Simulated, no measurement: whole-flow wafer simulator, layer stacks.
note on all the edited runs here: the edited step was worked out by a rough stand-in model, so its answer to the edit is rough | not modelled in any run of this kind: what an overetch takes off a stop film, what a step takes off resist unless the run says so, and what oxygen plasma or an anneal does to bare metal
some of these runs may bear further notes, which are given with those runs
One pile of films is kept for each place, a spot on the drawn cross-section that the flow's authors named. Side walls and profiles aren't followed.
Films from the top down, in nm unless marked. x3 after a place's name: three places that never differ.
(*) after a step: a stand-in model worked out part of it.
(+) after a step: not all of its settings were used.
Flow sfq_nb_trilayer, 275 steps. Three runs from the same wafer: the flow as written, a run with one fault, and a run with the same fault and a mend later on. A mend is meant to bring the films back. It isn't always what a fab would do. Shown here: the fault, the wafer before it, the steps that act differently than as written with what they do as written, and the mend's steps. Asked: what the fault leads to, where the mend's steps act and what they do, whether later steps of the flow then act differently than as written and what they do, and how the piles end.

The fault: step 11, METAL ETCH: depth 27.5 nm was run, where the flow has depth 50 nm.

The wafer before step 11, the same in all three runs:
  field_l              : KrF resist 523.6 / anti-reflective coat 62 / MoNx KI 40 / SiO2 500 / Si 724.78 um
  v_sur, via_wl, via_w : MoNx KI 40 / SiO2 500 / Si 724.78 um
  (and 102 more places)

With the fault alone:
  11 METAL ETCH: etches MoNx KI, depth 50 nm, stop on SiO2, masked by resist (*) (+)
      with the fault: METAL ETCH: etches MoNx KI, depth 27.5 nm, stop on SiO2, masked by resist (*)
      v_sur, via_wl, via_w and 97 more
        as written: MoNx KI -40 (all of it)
        with the fault: MoNx KI -27.5
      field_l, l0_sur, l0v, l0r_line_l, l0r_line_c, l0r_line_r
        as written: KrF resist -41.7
        with the fault: KrF resist -22.9
  Later steps of the flow that act differently than as written (8 more steps differ only slightly, by at most 2% or 0.5 nm, whichever is larger, and aren't shown):
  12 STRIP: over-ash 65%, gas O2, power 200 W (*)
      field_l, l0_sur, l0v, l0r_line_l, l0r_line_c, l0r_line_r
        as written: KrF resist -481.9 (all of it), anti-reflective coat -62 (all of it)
        with the fault: KrF resist -500.6 (all of it), anti-reflective coat -62 (all of it)
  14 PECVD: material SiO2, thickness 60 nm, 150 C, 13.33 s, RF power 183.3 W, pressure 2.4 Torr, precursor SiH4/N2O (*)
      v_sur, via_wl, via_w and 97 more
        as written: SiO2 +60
        with the fault: SiO2 +60 (new film)
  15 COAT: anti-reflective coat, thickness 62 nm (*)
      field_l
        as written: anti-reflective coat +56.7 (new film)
        with the fault: anti-reflective coat +58.2 (new film)
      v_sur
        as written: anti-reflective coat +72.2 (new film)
        with the fault: anti-reflective coat +69.1 (new film)
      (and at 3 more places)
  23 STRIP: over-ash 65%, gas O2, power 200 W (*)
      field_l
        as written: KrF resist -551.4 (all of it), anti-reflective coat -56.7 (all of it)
        with the fault: KrF resist -554.1 (all of it), anti-reflective coat -58.2 (all of it)
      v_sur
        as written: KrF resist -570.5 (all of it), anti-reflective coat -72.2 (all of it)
        with the fault: KrF resist -566.9 (all of it), anti-reflective coat -69.1 (all of it)
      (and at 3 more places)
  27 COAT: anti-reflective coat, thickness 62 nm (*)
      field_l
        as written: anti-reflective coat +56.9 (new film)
        with the fault: anti-reflective coat +58.3 (new film)
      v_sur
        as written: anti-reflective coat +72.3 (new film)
        with the fault: anti-reflective coat +69 (new film)
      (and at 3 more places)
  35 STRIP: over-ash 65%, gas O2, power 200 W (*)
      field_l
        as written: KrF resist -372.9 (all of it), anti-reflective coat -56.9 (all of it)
        with the fault: KrF resist -375.8 (all of it), anti-reflective coat -58.3 (all of it)
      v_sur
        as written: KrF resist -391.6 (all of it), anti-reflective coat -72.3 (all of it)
        with the fault: KrF resist -388.7 (all of it), anti-reflective coat -69 (all of it)
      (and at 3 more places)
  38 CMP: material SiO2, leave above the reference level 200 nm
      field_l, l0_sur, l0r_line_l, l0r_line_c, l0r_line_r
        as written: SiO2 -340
        with the fault: SiO2 -327.5
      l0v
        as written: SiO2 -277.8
        with the fault: SiO2 -265.3
  At the end the piles differ from the flow's by more than 2% or 0.5 nm, whichever is larger, at v_sur, via_wl, via_w and 97 more.
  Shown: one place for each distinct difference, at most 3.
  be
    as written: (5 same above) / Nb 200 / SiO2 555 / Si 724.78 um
    with the fault: (5 same above) / Nb 200 / SiO2 55 / MoNx KI 12.5 / SiO2 500 / Si 724.78 um
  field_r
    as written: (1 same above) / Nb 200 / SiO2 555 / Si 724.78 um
    with the fault: (1 same above) / Nb 200 / SiO2 55 / MoNx KI 12.5 / SiO2 500 / Si 724.78 um
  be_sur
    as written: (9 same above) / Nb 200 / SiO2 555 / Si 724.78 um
    with the fault: (9 same above) / Nb 200 / SiO2 55 / MoNx KI 12.5 / SiO2 500 / Si 724.78 um

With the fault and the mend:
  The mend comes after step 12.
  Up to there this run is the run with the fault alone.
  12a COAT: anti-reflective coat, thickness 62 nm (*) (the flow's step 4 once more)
      p4_fl x3, p4_w1 x9, p4_g1 x2 and 59 more
        anti-reflective coat +62 (new film)
      wire, be, be_sur and 12 more
        anti-reflective coat +63.2 (new film)
      via_w, via_wr, ln_m6
        anti-reflective coat +63.5 (new film)
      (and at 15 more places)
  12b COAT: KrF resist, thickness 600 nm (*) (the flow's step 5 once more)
      p4_fl x3, p4_w1 x9, p4_g1 x2 and 59 more
        KrF resist +600 (new film)
      jj_sur, ce_l, c5j, ce_r, sp_r, be_r, r_sur
        KrF resist +604.6 (new film)
      be_sur, gap, res, r_end
        KrF resist +604.7 (new film)
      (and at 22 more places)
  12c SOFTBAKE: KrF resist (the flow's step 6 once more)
      changes no film at any place that is followed
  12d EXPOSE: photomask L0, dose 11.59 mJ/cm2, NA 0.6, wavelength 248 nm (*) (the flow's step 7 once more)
      changes no film at any place that is followed
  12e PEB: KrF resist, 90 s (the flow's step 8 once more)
      p4_fl x3, p4_w1 x9, p4_g1 x2 and 62 more
        KrF resist -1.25
      via_v, wire, be and 15 more
        KrF resist -1.26
      v_sur, via_wl, via_w, via_wr, via_sp, lsp_m, ln_m6, lsp_r
        KrF resist -1.27
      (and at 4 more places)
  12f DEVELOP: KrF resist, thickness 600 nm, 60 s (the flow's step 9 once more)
      p4_fl x3, p4_w1 x9, p4_g1 x2 and 59 more
        KrF resist -598.7 (all of it)
      field_l, l0_sur, l0v, l0r_line_l, l0r_line_c, l0r_line_r
        KrF resist -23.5
      gap, jj_sur, ce_l, r_sur, res, r_end
        KrF resist -603.4 (all of it)
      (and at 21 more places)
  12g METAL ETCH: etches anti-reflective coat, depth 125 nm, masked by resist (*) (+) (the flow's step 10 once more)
      p4_fl x3, p4_w1 x9, p4_g1 x2 and 59 more
        anti-reflective coat -62 (all of it)
      wire, be, be_sur and 12 more
        anti-reflective coat -63.2 (all of it)
      field_l, l0_sur, l0v, l0r_line_l, l0r_line_c, l0r_line_r
        KrF resist -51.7
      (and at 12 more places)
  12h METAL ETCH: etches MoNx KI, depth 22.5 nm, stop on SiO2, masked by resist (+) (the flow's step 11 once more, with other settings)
      v_sur, via_wl, via_w and 97 more
        MoNx KI -12.5 (all of it)
      field_l, l0_sur, l0v, l0r_line_l, l0r_line_c, l0r_line_r
        KrF resist -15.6
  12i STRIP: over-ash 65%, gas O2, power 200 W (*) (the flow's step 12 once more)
      l0r_line_l, l0r_line_c, l0r_line_r
        KrF resist -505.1 (all of it), anti-reflective coat -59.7 (all of it)
      field_l
        KrF resist -501.6 (all of it), anti-reflective coat -58 (all of it)
      l0_sur
        KrF resist -502.8 (all of it), anti-reflective coat -56 (all of it)
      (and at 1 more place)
  No later step of the flow acts differently than as written at any place that is followed.
  At the end the piles are the same as the flow's at every place that both follow.
